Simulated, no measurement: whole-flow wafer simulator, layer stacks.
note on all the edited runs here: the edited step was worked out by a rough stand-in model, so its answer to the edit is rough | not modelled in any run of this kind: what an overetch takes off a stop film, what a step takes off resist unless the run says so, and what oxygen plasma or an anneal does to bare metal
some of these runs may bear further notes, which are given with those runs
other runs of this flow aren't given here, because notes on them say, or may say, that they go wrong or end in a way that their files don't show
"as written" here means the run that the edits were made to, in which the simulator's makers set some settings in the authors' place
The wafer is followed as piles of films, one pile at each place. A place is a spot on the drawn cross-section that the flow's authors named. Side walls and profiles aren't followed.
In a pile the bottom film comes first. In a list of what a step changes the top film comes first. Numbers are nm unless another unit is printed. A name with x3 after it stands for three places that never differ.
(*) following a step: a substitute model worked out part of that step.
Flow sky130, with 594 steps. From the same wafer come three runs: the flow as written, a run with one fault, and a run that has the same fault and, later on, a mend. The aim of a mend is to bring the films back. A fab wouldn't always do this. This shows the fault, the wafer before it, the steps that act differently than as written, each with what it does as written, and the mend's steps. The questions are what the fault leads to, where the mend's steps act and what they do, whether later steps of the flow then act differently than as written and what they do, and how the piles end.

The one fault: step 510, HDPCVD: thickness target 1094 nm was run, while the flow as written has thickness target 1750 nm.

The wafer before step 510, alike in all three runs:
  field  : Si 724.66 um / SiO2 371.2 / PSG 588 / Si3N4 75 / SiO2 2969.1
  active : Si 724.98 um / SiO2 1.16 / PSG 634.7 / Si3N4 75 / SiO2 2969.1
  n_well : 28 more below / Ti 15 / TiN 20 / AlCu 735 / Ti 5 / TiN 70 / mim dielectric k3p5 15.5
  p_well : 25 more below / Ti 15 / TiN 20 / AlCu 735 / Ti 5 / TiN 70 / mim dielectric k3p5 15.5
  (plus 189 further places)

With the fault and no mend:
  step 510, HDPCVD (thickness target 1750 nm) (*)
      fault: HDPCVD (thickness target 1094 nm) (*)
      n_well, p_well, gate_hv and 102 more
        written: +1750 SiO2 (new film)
        fault: +1094 SiO2 (new film)
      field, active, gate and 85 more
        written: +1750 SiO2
        fault: +1094 SiO2
  Later steps of the flow acting differently than as written (not shown: 22 more steps that differ only slightly, by at most 2% or 0.5 nm, whichever is larger):
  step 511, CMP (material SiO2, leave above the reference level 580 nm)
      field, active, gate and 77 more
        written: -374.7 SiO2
        fault: nothing
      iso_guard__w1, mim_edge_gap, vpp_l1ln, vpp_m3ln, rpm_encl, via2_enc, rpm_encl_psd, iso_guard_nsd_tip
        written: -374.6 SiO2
        fault: nothing
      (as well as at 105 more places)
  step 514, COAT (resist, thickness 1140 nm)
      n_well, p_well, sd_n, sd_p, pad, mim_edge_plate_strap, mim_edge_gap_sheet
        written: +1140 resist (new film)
        fault: +860.4 resist (new film)
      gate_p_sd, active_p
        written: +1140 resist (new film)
        fault: +1182.5 resist (new film)
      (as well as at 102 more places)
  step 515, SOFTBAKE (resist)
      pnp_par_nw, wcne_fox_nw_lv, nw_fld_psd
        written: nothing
        fault: -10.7 resist
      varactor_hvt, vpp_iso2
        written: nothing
        fault: +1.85 resist
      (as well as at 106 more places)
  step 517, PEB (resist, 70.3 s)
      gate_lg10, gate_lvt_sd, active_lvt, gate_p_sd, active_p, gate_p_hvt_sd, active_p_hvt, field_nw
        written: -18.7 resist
        fault: -19.4 resist
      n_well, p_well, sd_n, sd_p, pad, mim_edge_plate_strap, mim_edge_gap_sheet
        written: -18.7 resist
        fault: -13.1 resist
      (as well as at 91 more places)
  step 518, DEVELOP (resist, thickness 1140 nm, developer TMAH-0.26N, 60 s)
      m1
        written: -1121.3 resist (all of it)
        fault: -937.1 resist (all of it)
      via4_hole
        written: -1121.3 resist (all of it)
        fault: -910.7 resist (all of it)
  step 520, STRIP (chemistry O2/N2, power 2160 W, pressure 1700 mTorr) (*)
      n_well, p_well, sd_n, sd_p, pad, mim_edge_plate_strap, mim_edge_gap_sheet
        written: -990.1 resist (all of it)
        fault: -716 resist (all of it)
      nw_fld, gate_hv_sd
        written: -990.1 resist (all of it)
        fault: -820.9 resist (all of it)
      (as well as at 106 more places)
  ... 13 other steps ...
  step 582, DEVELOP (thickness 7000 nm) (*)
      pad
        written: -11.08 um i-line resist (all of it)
        fault: -11.1 um i-line resist (all of it)
  At field, active, gate and 87 more, the piles at the end differ from the flow's by more than 2% or 0.5 nm, whichever is larger.
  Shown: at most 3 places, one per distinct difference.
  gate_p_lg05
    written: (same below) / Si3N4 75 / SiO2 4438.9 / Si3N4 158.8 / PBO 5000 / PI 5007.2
    fault: (same below) / Si3N4 75 / SiO2 4063.1 / TiN 20 / W 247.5 / SiO2 125.2 / Si3N4 158.8 / PBO 5000 / PI 5005.1
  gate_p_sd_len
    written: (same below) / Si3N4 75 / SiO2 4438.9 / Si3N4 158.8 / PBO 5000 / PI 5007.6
    fault: (same below) / Si3N4 75 / SiO2 4063.1 / TiN 20 / W 247.5 / SiO2 125.2 / Si3N4 158.8 / PBO 5000 / PI 5005.1
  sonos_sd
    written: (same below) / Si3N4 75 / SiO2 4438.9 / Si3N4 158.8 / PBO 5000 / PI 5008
    fault: (same below) / Si3N4 75 / SiO2 4063.1 / TiN 20 / W 247.5 / SiO2 125.2 / Si3N4 158.8 / PBO 5000 / PI 5001.8

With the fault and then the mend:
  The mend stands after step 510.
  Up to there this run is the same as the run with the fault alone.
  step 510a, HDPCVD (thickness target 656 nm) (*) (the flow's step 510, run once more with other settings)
      field, active, n_well and 190 more
        +656 SiO2
  None of the later steps of the flow acts differently than as written at any place that is followed.
  By the end, the piles equal the flow's at every place that both follow.
